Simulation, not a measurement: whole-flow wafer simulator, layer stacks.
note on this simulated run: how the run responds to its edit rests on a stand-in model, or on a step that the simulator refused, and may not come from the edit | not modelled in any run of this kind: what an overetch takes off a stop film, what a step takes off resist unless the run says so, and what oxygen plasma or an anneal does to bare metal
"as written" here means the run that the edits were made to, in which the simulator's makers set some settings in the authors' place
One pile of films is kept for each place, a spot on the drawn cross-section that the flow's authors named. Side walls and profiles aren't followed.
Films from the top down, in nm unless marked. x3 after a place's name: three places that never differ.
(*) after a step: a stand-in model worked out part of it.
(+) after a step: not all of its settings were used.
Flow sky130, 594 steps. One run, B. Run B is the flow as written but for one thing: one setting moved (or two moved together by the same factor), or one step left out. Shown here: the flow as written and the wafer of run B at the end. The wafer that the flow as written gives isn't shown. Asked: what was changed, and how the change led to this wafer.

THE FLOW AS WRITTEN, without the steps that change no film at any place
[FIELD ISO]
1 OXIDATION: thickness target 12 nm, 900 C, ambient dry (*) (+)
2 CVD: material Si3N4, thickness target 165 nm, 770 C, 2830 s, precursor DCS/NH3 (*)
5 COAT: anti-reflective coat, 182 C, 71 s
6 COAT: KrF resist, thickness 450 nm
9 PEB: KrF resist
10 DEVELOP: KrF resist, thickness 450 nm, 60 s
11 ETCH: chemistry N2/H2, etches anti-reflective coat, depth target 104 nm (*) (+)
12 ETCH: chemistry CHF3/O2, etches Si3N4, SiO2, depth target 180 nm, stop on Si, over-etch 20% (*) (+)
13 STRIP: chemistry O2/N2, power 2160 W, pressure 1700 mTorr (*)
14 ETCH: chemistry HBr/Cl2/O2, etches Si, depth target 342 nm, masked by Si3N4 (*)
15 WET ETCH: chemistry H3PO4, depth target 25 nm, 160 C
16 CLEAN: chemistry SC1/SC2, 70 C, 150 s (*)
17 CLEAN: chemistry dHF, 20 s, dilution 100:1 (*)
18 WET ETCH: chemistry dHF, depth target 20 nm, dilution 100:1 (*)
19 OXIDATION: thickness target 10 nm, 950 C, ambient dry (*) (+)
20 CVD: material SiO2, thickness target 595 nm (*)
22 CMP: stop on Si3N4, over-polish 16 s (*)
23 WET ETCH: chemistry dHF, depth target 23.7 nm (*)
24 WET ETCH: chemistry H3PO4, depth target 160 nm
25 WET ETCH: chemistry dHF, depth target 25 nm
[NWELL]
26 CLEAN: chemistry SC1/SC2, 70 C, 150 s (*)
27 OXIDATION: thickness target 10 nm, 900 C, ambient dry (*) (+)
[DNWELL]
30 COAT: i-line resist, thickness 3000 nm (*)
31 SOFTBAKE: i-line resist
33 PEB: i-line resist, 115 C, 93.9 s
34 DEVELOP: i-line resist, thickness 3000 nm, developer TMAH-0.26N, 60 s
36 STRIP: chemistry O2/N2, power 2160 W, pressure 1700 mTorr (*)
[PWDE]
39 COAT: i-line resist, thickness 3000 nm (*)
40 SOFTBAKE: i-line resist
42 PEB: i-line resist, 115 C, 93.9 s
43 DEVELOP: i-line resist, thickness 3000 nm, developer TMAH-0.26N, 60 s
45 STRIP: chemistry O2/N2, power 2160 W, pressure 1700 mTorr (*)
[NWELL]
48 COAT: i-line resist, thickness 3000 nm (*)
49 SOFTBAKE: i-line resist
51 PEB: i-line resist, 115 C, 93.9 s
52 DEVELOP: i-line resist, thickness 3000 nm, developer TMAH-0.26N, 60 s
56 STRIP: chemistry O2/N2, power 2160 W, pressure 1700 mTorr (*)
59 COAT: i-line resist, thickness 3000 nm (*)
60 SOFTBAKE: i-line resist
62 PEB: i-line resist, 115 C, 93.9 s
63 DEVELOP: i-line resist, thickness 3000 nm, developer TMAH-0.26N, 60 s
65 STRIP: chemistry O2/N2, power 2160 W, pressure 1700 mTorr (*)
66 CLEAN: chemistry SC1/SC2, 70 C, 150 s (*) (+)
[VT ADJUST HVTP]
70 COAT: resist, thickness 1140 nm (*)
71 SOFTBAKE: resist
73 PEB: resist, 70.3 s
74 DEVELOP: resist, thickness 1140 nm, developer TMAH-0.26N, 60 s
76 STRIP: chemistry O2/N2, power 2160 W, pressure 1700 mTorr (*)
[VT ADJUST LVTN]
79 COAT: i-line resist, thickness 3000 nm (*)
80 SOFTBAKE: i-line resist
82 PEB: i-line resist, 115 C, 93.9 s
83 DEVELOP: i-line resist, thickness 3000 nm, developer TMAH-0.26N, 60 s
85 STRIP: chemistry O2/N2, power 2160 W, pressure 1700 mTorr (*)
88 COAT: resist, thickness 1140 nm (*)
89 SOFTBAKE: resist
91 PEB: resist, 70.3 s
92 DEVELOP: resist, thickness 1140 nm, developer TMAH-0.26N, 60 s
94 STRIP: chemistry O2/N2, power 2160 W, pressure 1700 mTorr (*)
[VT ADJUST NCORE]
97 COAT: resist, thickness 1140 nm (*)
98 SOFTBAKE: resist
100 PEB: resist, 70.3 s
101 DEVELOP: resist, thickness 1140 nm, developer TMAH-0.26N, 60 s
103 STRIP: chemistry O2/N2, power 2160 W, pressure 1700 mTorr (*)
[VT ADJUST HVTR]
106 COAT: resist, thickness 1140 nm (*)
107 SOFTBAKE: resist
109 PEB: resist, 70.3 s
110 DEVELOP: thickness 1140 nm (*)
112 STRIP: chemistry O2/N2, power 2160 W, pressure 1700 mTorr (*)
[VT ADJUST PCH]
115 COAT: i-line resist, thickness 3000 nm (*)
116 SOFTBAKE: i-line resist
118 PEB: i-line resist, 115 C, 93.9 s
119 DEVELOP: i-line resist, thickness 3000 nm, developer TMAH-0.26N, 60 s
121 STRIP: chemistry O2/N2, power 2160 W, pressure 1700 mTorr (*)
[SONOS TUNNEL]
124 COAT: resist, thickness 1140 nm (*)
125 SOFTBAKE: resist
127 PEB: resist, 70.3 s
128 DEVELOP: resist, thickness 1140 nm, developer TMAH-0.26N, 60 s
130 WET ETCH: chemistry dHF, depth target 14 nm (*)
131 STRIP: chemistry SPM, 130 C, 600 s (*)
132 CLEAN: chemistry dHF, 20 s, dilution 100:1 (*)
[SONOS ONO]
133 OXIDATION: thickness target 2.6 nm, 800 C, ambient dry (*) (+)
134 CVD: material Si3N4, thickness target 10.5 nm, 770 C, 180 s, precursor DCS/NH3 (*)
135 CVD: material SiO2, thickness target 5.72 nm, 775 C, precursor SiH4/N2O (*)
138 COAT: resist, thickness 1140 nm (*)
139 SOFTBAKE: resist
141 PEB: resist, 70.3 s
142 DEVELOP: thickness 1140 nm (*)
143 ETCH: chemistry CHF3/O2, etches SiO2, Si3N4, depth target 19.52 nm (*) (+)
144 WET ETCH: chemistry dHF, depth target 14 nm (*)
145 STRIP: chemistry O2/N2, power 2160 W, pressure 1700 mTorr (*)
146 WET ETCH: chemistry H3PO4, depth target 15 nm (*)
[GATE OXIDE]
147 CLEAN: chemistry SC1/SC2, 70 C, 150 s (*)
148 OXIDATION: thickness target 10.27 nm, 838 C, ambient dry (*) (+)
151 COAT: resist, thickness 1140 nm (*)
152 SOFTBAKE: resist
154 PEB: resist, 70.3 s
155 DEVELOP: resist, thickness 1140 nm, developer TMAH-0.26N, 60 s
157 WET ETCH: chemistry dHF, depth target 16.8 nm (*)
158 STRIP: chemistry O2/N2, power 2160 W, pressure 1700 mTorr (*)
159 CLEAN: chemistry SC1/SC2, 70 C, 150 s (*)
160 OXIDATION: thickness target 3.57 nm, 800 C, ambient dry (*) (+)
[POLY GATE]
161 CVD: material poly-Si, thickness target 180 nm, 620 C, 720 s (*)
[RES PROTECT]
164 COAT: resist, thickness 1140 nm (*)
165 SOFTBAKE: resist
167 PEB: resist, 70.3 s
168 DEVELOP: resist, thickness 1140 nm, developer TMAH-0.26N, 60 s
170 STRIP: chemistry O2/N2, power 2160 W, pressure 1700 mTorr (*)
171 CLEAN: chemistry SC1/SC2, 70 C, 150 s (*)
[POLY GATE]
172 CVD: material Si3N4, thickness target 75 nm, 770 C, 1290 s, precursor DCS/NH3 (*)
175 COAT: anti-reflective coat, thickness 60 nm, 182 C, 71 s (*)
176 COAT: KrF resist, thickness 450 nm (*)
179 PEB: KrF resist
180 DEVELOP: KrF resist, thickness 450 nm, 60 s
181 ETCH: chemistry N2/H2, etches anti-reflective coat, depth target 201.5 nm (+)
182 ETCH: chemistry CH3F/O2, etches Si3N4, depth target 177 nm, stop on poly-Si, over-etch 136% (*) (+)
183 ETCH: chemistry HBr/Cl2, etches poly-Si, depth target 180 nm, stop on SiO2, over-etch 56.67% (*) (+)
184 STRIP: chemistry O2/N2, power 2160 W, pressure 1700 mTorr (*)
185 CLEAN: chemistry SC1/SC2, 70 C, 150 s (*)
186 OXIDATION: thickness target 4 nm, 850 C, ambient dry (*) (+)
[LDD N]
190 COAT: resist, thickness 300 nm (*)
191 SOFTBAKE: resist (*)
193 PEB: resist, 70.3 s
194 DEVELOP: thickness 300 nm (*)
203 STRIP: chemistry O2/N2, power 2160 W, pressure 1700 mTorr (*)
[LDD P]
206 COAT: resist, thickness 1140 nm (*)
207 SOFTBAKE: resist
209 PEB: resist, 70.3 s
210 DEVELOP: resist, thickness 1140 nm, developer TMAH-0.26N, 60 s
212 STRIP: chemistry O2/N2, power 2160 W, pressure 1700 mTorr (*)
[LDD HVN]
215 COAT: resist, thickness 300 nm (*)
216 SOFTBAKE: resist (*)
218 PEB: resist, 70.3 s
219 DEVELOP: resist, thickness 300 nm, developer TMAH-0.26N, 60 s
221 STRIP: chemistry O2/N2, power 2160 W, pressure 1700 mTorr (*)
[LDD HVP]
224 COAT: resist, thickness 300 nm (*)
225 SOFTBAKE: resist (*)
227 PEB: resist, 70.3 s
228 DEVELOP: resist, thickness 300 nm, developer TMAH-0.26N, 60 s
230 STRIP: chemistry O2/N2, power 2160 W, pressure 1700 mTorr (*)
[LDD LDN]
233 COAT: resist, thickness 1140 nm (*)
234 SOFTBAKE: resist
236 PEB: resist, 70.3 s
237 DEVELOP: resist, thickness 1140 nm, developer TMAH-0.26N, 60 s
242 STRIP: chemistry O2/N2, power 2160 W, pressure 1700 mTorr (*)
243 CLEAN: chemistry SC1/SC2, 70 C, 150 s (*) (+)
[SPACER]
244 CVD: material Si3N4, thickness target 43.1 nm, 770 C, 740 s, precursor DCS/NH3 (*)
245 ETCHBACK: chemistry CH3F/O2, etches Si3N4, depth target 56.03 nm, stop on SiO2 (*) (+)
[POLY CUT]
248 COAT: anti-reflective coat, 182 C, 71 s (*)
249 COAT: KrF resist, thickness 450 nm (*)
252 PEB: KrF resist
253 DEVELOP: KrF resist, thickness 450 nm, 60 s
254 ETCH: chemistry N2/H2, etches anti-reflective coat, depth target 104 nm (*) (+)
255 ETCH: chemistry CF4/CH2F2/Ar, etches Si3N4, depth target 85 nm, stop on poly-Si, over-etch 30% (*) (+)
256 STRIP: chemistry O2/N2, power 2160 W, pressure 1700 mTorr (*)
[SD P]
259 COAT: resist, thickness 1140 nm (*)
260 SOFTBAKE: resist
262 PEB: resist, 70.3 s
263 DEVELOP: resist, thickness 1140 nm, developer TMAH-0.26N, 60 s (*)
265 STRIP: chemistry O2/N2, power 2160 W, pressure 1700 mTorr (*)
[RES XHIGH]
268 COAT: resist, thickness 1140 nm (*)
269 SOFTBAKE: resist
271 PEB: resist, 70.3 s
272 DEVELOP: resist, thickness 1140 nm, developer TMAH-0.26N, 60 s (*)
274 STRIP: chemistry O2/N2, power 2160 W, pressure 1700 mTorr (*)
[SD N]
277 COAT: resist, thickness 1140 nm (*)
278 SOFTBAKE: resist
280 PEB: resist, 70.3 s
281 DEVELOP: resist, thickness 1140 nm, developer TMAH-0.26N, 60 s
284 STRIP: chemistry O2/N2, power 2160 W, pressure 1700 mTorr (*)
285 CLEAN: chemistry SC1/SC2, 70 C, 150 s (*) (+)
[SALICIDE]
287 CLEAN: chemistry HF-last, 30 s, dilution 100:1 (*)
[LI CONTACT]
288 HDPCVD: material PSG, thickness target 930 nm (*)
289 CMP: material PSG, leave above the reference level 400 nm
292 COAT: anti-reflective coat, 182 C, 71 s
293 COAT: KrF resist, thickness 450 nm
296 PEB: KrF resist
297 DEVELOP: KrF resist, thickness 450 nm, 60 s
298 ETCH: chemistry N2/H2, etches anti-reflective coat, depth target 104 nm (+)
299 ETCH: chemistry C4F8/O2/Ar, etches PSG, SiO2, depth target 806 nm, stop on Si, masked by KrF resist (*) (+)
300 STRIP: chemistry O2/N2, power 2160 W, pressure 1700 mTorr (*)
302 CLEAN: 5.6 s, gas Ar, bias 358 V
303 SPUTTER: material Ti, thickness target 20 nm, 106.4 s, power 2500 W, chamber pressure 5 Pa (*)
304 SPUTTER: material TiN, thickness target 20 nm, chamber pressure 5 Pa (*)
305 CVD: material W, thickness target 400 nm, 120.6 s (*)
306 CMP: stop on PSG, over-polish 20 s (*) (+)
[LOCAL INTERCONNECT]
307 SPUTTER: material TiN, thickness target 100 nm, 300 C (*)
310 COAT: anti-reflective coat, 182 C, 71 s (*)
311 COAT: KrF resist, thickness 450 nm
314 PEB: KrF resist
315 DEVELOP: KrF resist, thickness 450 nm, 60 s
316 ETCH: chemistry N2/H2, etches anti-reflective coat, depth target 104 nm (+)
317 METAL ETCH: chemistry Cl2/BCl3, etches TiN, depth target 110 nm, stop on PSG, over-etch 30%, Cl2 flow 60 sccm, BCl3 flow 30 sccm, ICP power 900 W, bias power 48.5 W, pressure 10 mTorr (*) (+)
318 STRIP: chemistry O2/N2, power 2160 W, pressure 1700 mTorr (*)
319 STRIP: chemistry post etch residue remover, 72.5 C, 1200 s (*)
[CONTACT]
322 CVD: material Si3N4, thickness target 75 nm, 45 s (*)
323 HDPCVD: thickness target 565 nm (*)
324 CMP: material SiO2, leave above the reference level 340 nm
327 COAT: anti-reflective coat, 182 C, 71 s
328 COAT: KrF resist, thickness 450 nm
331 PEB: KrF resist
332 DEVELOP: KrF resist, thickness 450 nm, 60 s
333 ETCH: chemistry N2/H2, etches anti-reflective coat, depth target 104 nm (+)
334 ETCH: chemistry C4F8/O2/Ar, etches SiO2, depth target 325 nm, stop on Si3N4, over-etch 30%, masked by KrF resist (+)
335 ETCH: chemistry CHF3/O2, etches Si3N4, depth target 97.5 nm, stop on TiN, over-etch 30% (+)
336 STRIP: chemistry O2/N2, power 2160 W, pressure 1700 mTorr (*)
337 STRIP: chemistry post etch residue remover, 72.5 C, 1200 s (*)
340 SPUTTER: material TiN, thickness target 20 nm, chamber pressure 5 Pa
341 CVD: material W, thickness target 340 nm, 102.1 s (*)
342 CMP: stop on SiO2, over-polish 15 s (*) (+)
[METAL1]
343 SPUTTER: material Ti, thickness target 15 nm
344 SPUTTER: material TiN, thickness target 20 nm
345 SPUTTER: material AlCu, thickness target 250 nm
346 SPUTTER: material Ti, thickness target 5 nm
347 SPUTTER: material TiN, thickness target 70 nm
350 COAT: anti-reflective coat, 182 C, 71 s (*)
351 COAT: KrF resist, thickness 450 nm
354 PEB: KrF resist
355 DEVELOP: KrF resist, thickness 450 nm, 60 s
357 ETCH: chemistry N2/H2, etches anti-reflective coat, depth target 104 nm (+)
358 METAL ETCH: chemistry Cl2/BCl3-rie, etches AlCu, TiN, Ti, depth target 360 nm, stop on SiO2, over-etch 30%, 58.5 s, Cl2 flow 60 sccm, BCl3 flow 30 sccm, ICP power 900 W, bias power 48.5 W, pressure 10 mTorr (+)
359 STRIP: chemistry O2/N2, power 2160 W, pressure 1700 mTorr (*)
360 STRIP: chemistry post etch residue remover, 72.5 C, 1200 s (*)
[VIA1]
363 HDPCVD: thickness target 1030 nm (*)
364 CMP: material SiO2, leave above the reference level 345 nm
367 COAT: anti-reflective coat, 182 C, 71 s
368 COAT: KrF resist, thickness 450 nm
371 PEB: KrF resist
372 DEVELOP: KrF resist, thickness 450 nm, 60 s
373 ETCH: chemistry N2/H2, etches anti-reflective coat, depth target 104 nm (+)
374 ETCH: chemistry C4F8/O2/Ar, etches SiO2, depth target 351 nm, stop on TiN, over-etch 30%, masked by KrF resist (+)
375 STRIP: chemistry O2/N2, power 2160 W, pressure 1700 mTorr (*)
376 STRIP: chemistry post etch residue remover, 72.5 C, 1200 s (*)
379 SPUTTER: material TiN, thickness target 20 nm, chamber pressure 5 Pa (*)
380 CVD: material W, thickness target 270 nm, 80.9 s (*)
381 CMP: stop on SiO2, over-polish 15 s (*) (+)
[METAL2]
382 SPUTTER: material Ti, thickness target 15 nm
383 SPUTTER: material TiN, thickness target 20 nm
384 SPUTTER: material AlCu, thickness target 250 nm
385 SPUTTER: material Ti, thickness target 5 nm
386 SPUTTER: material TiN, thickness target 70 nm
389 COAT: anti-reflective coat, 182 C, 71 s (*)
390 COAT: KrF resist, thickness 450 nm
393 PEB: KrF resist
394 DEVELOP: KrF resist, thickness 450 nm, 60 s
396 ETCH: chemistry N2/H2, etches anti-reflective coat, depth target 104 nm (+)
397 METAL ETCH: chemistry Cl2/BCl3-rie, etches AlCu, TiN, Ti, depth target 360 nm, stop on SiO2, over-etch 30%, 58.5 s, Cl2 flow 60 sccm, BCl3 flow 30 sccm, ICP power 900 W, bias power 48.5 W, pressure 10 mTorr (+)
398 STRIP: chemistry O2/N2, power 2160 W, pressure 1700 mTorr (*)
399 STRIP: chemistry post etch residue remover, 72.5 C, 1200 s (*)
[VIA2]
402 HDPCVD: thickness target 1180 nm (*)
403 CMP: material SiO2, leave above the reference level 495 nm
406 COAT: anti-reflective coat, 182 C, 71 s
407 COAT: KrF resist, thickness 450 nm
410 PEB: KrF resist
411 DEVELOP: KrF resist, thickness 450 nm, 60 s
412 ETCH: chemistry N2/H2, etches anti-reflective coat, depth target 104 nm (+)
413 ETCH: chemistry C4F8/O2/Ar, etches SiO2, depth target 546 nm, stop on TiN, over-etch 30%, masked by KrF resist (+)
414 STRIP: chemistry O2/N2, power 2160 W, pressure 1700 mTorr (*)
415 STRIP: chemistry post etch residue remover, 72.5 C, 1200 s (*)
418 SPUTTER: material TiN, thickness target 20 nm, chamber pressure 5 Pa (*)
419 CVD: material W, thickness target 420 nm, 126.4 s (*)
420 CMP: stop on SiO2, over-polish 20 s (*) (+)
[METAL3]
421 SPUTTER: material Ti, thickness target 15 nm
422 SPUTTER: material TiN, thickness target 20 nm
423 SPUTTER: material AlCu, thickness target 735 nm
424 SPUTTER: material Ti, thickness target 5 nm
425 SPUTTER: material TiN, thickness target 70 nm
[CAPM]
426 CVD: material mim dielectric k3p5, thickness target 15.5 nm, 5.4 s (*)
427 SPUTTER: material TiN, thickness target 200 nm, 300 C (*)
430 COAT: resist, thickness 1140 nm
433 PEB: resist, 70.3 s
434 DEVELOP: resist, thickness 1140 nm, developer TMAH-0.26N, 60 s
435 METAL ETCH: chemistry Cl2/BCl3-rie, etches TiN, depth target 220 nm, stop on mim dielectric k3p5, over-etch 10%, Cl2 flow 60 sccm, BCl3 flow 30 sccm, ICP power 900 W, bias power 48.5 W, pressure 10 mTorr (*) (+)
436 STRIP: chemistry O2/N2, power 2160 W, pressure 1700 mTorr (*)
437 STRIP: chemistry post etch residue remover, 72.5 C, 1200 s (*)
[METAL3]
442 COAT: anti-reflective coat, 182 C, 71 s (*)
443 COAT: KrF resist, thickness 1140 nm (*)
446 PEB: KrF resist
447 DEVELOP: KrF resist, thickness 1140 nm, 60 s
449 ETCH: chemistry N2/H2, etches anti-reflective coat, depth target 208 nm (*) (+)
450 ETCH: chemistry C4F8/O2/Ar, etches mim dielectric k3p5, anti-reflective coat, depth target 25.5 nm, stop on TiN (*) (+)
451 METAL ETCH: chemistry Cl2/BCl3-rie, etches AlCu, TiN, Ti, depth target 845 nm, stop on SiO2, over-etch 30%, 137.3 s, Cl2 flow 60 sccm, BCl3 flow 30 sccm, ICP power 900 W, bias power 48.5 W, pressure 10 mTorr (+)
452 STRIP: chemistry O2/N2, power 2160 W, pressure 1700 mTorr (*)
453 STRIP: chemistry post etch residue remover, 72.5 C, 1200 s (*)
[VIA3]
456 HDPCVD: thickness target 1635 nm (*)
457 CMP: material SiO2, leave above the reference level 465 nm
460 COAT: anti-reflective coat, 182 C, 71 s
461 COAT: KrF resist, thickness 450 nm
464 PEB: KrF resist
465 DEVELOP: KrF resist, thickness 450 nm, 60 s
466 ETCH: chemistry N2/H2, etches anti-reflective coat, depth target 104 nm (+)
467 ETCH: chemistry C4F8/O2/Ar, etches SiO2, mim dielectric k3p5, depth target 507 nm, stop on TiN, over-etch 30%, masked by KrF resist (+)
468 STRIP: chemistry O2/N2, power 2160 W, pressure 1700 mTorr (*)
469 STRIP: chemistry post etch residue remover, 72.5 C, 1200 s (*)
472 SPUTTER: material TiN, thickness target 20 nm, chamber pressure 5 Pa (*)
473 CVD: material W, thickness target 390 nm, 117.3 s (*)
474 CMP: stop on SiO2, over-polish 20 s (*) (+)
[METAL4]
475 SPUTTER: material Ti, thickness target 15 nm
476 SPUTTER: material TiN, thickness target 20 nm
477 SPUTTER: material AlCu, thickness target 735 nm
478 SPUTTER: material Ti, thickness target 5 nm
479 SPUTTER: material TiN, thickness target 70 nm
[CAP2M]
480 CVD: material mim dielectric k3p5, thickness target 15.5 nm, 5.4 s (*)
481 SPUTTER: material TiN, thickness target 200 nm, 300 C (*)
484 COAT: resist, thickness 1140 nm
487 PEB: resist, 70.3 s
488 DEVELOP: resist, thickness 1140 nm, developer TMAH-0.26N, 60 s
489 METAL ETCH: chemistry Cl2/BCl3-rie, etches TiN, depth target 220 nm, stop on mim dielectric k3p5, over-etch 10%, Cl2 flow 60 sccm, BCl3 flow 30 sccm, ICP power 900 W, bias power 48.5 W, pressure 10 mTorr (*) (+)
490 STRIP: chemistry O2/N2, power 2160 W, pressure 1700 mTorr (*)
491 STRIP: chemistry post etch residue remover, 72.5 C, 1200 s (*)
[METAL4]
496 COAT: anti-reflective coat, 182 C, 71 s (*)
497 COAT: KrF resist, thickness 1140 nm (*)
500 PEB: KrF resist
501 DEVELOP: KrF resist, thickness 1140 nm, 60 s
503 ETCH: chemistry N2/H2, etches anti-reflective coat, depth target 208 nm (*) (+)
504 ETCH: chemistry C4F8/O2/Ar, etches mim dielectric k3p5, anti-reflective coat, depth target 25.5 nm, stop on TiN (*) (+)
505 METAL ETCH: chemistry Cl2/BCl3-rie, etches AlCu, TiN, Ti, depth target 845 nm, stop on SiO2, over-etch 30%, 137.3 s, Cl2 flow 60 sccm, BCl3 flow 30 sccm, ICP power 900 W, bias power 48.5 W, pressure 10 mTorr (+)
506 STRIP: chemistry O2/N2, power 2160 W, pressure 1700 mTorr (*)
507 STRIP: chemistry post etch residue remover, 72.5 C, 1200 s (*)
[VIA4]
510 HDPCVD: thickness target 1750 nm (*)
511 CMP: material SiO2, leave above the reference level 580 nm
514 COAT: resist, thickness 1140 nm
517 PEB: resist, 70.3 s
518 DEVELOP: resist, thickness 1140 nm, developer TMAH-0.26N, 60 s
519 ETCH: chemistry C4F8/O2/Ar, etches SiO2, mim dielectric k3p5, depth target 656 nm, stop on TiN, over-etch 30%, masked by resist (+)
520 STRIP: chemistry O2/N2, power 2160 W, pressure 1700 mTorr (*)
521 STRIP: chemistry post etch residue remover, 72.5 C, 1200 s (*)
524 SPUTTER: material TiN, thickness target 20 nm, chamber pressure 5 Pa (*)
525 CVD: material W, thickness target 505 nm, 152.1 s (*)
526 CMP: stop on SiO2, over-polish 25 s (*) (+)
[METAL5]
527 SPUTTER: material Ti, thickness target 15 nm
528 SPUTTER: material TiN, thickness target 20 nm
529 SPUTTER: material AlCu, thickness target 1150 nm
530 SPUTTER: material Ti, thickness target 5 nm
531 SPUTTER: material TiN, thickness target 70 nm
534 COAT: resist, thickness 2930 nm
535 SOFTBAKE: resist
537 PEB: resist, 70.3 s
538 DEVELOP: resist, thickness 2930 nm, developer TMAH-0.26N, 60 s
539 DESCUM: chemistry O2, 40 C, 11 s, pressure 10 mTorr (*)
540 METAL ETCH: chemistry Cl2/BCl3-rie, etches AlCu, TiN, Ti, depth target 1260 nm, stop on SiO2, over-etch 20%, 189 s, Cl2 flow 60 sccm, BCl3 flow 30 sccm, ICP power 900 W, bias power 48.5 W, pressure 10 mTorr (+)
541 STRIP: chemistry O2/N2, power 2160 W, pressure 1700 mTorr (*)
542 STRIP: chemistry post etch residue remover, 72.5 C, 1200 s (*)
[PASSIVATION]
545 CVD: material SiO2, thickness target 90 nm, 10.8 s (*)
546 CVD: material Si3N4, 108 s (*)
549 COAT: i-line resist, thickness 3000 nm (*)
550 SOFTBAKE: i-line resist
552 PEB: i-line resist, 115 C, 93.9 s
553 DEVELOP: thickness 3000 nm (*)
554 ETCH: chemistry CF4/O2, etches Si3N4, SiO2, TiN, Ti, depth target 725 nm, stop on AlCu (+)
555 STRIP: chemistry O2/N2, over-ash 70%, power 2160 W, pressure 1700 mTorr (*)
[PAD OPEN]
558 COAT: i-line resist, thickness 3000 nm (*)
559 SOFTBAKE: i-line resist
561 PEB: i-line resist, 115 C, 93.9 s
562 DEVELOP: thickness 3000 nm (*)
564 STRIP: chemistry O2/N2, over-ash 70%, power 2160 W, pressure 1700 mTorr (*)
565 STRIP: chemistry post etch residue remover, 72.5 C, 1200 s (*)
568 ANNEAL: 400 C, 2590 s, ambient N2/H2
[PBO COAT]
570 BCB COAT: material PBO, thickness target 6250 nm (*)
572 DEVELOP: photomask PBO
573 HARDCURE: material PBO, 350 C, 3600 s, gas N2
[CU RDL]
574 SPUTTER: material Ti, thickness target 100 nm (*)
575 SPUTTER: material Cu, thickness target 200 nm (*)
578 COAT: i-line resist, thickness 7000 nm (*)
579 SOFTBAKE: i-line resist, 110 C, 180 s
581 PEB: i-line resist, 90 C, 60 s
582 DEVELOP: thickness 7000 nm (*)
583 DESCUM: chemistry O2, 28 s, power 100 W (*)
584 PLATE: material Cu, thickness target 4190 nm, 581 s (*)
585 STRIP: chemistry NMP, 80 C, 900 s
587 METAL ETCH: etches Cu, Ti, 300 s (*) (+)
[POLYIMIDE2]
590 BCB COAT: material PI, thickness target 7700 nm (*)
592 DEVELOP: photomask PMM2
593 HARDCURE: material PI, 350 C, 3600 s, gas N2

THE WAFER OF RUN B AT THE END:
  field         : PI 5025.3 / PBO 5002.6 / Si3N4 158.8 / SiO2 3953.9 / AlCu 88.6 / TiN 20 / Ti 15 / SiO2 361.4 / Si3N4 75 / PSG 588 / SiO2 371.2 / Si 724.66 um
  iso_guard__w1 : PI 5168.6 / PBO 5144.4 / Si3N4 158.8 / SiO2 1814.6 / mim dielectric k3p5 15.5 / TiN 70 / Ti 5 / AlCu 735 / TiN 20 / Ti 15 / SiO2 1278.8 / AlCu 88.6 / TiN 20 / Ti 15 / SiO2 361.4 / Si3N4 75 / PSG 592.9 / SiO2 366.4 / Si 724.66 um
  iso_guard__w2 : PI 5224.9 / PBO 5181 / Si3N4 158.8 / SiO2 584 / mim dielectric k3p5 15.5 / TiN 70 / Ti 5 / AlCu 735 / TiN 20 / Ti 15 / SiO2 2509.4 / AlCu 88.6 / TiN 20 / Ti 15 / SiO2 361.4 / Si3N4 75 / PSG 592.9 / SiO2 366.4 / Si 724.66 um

The cause: step 358, METAL ETCH: depth target 176.4 nm was run, where the flow has depth target 360 nm; step 358, METAL ETCH: 28.7 s was run, where the flow has 58.5 s.

How the change led to this, step by step:
  358 METAL ETCH: chemistry Cl2/BCl3-rie, etches AlCu, TiN, Ti, depth target 360 nm, stop on SiO2, over-etch 30%, 58.5 s, Cl2 flow 60 sccm, BCl3 flow 30 sccm, ICP power 900 W, bias power 48.5 W, pressure 10 mTorr (+)
      field, active, gate and 81 more: TiN -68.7 (all of it), Ti -5 (all of it), AlCu -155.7 (as written it would be: TiN -68.7 (all of it), Ti -5 (all of it), AlCu -250 (all of it), TiN -20 (all of it), Ti -15 (all of it), SiO2 -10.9)
      n_well, p_well, gate_hv and 104 more: KrF resist -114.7 (as written it would be: KrF resist -234)
  359 STRIP: chemistry O2/N2, power 2160 W, pressure 1700 mTorr (*)
      n_well, p_well, gate_hv and 100 more: KrF resist -263.2 (all of it), anti-reflective coat -80 (all of it) (as written it would be: KrF resist -143.8 (all of it), anti-reflective coat -80 (all of it))
      poly_licon, ndiff_licon, ndiff_licon_cpp, rpo_hd_licon: KrF resist -263.2 (all of it), anti-reflective coat -80.5 (all of it) (as written it would be: KrF resist -143.9 (all of it), anti-reflective coat -80.5 (all of it))
  360 STRIP: chemistry post etch residue remover, 72.5 C, 1200 s (*)
      field, active, gate and 81 more: AlCu -5.72 (as written it would be: nothing)
  363 HDPCVD: thickness target 1030 nm (*)
      field, active, gate and 81 more: SiO2 +1030 (new film) (as written it would be: SiO2 +1030)
  364 CMP: material SiO2, leave above the reference level 345 nm
      field, active, gate and 81 more: SiO2 -523.6 (as written it would be: SiO2 -389.1)
Counting metal films that touch as one body, field has 1 body; the flow as written gives 0 bodies.
Counting metal films that touch as one body, iso_guard__w1 has 2 bodies (between them, from the top down: SiO2 1278.8); the flow as written gives 1 body.
Counting metal films that touch as one body, iso_guard__w2 has 2 bodies (between them, from the top down: SiO2 2509.4); the flow as written gives 1 body.
